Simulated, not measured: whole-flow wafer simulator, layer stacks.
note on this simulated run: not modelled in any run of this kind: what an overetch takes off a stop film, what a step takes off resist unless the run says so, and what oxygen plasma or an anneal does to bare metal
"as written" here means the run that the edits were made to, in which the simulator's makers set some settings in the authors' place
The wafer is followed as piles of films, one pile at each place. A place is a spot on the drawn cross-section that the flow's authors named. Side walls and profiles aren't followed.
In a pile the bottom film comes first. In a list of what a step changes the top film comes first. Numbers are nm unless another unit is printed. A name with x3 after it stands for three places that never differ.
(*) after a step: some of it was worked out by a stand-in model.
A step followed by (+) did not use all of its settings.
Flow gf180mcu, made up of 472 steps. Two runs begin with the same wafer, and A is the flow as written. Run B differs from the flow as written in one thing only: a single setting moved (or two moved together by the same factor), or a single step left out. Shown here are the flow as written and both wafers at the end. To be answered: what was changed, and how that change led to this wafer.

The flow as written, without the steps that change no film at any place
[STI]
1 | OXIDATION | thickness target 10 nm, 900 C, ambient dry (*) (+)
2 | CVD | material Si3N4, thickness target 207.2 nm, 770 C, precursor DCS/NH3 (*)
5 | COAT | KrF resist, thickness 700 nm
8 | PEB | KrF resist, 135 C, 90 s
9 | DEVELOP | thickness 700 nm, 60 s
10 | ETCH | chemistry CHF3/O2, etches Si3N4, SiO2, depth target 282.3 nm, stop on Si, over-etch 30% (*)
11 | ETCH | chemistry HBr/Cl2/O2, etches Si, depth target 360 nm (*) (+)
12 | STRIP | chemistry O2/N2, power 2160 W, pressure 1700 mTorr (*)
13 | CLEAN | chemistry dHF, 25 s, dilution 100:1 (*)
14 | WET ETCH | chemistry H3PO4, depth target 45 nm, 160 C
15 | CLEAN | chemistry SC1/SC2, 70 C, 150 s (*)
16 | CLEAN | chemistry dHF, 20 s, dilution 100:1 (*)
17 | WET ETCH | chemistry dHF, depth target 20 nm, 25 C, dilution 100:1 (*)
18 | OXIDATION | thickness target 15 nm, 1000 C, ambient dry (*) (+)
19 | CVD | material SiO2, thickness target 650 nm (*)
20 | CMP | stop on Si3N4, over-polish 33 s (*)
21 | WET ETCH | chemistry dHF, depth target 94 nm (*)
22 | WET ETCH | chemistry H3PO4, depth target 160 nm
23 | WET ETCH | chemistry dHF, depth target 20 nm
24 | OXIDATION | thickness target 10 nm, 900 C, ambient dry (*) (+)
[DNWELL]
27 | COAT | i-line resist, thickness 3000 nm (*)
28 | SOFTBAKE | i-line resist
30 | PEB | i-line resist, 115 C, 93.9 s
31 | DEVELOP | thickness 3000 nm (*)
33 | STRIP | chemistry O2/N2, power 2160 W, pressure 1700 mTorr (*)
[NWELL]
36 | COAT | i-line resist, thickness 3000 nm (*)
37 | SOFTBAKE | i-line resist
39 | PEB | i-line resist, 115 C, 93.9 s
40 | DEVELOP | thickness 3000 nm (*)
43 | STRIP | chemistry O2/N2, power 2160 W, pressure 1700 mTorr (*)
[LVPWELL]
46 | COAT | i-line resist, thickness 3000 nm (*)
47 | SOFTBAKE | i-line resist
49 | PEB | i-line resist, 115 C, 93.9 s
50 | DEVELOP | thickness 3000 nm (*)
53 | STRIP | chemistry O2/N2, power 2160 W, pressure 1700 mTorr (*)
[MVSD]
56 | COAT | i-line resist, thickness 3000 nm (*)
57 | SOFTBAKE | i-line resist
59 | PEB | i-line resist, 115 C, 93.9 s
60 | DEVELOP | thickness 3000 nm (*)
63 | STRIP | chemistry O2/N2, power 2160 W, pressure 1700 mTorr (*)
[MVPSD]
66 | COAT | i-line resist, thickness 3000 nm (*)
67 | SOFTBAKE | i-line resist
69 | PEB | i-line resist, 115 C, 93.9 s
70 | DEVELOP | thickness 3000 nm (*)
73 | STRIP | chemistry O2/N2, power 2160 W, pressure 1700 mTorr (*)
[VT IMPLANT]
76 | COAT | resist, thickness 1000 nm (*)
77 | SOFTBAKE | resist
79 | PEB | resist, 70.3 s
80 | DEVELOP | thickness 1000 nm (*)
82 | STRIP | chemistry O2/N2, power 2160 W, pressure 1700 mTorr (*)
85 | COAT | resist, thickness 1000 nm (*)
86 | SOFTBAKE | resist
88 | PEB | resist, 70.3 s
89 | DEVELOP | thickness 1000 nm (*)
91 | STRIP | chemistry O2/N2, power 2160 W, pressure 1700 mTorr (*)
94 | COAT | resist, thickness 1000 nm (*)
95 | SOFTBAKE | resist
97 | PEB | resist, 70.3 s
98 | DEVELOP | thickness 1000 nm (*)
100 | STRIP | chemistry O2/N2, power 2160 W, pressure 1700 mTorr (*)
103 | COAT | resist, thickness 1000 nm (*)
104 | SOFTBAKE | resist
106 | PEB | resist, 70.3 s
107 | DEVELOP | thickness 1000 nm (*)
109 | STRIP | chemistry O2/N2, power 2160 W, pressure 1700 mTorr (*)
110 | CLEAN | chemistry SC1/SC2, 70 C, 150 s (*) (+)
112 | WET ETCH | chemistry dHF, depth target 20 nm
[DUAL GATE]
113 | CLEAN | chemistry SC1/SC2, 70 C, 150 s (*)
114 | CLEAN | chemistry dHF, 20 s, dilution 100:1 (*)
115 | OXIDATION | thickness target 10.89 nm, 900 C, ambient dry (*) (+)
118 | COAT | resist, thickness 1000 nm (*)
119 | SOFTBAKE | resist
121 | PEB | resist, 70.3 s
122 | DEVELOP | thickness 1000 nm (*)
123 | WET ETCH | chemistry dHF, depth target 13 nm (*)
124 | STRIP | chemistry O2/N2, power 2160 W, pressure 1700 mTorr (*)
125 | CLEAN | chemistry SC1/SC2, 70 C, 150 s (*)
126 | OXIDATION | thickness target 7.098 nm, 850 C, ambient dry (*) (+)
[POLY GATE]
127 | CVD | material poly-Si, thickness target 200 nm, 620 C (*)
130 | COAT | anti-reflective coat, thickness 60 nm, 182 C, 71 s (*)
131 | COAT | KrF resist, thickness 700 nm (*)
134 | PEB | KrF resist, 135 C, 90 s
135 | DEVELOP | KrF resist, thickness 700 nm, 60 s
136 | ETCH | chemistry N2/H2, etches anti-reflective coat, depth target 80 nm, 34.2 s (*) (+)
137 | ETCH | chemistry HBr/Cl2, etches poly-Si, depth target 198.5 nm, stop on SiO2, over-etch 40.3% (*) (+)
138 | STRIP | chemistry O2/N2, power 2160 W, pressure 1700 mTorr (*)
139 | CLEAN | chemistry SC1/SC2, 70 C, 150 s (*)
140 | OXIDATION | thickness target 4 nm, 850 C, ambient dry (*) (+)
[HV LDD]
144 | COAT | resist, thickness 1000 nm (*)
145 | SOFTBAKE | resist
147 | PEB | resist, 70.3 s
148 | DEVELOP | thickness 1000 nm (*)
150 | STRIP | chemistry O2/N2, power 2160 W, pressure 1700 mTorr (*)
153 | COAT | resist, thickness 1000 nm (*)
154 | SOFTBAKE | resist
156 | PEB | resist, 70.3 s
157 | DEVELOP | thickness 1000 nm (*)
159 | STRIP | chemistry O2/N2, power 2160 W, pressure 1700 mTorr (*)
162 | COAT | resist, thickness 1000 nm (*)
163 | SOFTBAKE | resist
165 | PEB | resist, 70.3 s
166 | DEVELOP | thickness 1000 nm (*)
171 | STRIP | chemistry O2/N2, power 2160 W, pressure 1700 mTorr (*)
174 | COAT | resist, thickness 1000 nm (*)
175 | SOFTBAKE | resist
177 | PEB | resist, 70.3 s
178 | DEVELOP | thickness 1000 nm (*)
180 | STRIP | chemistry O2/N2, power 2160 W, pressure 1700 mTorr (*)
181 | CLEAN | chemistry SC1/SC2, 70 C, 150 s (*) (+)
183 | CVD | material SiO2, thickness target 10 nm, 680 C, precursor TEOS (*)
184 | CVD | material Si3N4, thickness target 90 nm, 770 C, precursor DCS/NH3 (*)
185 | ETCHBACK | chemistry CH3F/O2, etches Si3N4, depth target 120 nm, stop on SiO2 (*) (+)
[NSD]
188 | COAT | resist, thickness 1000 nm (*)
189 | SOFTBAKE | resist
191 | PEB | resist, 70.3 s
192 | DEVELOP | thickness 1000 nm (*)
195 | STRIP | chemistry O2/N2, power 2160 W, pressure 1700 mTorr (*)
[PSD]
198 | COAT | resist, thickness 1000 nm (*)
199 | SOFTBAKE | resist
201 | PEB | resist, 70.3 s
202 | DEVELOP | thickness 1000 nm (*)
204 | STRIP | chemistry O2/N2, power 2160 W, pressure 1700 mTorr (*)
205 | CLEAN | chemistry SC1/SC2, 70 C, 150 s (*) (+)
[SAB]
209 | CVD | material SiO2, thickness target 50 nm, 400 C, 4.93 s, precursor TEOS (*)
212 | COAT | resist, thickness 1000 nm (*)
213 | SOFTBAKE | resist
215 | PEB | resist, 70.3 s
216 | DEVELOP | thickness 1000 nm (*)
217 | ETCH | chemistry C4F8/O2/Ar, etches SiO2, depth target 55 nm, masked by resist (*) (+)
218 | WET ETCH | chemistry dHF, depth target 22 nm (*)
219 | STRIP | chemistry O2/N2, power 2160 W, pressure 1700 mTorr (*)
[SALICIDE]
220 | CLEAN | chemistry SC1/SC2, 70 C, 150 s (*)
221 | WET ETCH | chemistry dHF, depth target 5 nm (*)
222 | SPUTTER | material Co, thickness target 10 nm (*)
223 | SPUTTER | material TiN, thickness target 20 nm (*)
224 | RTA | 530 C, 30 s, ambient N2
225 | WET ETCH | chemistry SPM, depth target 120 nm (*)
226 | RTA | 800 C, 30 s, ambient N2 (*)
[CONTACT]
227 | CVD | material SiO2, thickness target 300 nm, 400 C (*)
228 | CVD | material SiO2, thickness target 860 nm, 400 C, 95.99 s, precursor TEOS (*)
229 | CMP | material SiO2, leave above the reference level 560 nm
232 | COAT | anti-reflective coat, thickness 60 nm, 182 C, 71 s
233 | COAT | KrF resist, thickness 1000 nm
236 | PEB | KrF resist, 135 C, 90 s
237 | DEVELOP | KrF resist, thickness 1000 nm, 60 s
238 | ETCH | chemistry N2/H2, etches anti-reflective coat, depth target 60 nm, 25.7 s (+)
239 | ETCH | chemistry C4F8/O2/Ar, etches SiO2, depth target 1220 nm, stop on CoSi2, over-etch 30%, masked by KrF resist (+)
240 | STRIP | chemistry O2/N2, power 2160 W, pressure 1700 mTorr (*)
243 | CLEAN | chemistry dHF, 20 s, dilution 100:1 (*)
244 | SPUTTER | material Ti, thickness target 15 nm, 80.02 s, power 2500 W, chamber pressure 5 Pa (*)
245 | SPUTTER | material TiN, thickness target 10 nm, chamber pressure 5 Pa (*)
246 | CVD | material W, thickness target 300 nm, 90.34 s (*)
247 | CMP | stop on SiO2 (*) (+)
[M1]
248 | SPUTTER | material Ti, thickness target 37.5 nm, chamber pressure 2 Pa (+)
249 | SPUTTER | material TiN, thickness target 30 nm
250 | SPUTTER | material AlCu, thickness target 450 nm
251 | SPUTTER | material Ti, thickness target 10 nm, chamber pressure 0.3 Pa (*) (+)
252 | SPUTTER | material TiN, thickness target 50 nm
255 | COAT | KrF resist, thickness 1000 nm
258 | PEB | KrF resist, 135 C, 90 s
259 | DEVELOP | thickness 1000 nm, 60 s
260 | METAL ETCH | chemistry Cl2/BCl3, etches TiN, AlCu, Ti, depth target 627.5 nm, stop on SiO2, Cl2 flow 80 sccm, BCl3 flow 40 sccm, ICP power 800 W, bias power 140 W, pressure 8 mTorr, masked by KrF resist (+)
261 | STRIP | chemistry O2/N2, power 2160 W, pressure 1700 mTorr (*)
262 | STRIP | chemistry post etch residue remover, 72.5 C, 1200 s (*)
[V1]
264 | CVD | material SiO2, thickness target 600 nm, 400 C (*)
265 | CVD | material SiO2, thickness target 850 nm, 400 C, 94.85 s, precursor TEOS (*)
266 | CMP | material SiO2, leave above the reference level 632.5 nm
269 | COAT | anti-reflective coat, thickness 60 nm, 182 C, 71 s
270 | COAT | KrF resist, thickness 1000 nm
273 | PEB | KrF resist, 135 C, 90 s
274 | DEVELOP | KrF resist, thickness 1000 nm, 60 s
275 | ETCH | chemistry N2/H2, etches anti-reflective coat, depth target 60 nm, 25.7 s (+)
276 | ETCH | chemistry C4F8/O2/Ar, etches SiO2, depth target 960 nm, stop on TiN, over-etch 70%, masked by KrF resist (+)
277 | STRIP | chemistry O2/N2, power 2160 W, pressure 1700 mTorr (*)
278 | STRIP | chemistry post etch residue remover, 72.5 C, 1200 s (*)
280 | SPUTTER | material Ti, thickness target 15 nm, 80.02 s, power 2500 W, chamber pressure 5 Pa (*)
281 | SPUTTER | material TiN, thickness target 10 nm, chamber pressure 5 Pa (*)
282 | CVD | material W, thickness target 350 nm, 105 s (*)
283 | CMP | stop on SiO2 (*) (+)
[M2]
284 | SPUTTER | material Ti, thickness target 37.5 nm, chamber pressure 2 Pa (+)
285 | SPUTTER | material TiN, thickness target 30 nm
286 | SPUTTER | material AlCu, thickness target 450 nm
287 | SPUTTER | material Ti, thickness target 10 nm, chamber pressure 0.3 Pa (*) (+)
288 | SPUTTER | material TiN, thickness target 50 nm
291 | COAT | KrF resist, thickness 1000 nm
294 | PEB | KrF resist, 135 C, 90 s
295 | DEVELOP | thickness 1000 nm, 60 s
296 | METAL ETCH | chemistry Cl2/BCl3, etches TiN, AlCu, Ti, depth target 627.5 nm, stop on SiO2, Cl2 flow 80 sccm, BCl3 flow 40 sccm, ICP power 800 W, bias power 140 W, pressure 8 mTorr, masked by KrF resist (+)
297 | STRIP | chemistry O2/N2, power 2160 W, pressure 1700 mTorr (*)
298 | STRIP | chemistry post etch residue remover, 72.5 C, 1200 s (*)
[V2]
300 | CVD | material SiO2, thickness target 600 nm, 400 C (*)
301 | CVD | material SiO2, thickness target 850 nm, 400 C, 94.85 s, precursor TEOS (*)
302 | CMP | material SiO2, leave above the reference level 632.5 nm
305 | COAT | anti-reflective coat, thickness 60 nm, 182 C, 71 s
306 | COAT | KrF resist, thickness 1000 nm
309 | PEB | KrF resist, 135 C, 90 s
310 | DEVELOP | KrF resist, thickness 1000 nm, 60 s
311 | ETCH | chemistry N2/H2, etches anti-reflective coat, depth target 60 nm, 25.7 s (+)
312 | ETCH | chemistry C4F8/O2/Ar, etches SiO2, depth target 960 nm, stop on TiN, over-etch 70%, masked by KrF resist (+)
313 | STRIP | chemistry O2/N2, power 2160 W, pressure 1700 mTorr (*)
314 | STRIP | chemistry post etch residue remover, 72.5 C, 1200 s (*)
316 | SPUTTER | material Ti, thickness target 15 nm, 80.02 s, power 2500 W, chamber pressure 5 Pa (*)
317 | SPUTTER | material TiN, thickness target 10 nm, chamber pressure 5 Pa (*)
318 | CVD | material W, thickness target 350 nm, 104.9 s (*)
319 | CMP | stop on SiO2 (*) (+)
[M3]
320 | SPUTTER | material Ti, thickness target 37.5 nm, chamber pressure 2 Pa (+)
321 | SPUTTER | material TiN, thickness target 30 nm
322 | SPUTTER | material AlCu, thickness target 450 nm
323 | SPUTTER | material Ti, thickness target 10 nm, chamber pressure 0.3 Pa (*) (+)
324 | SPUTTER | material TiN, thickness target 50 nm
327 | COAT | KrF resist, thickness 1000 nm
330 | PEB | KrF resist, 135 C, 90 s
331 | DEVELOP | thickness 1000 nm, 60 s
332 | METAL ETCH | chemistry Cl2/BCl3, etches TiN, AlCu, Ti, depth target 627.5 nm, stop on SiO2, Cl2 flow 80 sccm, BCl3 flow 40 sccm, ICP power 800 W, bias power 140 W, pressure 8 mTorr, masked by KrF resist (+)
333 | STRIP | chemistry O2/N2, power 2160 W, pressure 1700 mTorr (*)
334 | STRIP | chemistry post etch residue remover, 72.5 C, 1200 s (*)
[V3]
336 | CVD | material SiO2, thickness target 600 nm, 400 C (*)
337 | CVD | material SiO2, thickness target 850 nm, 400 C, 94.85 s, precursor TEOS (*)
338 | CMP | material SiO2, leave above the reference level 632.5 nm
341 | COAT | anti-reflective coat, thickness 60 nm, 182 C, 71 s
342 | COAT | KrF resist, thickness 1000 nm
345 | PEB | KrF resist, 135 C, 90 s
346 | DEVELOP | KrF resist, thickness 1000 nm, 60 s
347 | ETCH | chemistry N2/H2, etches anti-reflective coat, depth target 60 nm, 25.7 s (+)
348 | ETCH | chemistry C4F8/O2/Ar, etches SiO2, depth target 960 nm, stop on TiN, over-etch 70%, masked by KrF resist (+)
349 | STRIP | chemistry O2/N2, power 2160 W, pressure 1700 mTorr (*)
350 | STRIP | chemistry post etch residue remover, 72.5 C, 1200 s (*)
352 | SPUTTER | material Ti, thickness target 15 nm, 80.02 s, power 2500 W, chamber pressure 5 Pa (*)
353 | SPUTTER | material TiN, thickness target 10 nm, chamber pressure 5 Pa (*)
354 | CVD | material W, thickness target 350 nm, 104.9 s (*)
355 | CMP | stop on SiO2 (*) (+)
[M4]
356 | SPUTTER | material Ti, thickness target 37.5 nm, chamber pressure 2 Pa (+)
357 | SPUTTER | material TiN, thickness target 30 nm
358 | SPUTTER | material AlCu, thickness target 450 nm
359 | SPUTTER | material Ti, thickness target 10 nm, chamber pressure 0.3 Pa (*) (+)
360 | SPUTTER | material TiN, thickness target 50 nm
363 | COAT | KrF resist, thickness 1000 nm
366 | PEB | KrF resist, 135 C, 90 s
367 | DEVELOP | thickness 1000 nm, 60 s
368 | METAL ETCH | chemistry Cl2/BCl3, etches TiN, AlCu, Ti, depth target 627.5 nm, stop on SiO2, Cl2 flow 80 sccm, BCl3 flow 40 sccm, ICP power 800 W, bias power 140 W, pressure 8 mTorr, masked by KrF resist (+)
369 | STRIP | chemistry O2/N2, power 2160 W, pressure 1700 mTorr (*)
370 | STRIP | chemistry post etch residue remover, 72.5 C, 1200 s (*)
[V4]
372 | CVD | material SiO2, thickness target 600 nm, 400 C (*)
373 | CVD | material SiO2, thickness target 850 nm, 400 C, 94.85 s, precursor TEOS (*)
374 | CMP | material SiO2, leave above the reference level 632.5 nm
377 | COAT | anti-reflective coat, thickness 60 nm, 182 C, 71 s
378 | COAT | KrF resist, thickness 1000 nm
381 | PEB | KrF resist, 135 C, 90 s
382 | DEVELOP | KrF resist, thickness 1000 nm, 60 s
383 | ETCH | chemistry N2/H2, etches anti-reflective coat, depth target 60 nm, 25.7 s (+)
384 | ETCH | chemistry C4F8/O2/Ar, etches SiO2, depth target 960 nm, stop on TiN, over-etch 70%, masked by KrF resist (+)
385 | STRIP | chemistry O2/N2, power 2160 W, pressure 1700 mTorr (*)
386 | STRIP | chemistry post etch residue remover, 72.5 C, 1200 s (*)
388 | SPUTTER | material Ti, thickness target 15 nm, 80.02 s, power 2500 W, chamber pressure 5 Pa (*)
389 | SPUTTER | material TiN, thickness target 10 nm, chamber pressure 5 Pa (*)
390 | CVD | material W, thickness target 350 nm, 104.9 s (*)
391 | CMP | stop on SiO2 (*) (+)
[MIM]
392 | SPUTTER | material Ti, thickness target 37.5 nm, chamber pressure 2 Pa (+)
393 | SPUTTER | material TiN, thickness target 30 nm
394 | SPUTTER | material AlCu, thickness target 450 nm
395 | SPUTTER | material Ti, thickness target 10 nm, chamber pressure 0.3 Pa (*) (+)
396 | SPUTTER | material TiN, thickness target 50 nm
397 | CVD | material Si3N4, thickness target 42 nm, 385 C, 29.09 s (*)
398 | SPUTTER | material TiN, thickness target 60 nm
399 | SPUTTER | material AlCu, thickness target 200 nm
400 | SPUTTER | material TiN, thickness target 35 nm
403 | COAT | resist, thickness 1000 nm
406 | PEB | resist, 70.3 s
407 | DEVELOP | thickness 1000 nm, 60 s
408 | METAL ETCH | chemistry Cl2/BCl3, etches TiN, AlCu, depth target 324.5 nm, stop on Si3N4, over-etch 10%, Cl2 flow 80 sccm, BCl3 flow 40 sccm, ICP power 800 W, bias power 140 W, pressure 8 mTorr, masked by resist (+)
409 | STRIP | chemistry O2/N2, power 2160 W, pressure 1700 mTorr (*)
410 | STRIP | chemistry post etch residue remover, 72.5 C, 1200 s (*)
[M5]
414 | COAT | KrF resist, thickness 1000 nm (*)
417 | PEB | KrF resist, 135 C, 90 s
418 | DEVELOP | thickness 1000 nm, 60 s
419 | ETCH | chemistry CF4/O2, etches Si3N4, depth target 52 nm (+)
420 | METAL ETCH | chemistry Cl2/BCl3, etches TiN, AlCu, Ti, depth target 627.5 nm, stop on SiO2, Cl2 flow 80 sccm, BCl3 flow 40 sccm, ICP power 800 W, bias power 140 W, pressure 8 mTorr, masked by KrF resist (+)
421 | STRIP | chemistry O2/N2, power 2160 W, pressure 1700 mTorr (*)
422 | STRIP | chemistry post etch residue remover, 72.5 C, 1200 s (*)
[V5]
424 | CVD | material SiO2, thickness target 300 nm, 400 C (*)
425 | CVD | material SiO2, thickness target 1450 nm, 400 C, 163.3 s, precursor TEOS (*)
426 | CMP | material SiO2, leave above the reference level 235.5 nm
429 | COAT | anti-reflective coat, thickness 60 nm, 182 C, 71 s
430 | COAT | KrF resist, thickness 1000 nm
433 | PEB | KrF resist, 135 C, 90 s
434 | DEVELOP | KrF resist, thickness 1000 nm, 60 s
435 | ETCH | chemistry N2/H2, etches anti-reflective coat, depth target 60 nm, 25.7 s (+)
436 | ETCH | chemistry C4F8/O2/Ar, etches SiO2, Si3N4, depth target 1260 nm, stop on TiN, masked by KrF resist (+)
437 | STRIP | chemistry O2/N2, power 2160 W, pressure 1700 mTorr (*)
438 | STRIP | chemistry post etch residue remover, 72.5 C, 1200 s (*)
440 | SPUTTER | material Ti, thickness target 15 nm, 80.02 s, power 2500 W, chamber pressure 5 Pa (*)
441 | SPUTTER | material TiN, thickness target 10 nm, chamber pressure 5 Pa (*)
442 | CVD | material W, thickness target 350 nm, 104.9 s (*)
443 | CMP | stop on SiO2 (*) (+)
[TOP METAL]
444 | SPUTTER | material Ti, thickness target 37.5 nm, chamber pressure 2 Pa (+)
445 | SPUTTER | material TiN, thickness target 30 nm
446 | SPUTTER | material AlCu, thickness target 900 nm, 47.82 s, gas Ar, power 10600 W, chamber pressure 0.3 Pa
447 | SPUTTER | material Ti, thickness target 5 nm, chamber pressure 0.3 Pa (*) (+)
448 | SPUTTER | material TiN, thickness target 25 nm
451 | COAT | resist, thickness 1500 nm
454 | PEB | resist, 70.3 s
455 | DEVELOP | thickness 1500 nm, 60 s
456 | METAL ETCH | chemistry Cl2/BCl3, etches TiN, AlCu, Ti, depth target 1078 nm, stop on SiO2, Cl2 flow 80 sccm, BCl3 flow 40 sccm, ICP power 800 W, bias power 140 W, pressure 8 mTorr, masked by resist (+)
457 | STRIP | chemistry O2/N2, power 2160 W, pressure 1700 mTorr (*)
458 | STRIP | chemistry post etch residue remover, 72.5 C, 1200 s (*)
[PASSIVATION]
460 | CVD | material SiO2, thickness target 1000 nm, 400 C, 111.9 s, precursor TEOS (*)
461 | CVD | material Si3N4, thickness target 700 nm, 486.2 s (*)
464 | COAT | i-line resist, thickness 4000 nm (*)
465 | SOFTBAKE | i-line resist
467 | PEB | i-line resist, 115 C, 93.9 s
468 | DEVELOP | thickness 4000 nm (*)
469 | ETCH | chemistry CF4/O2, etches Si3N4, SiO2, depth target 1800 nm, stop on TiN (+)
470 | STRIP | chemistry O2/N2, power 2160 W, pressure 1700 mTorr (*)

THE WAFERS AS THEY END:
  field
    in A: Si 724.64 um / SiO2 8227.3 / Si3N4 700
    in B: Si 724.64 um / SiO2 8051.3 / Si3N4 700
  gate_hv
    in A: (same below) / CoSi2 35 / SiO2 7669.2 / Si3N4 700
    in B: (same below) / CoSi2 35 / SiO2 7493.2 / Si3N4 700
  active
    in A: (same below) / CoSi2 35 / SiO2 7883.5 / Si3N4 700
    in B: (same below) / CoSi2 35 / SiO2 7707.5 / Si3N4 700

What caused this: step 394, SPUTTER: thickness target 274 nm was run, while the flow as written has thickness target 450 nm.

Step by step, how the change led to this:
  394 | SPUTTER | material AlCu, thickness target 450 nm
      field, field__w1, field__w2 and 108 more: A +450 AlCu (new film) | B +274 AlCu (new film)
  420 | METAL ETCH | chemistry Cl2/BCl3, etches TiN, AlCu, Ti, depth target 627.5 nm, stop on SiO2, Cl2 flow 80 sccm, BCl3 flow 40 sccm, ICP power 800 W, bias power 140 W, pressure 8 mTorr, masked by KrF resist (+)
      field, field__w1, field__w2 and 101 more: A -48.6 TiN (all of it), -10 Ti (all of it), -450 AlCu (all of it), -30 TiN (all of it), -37.5 Ti (all of it) | B -48.6 TiN (all of it), -10 Ti (all of it), -274 AlCu (all of it), -30 TiN (all of it), -37.5 Ti (all of it)
      field__w4, field__w8, contact, m1, m1__w1, mim, mim_1p0, m1_nw: A -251 KrF resist | B -240 KrF resist
  421 | STRIP | chemistry O2/N2, power 2160 W, pressure 1700 mTorr (*)
      mim: A -456.3 KrF resist (all of it) | B -467.2 KrF resist (all of it)
  426 | CMP | material SiO2, leave above the reference level 235.5 nm
      field, field__w1, field__w5 and 92 more: A -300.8 SiO2 | B -476.8 SiO2
      field__w2, field__w3, field__w12 and 6 more: A -272.7 SiO2 | B -456.7 SiO2
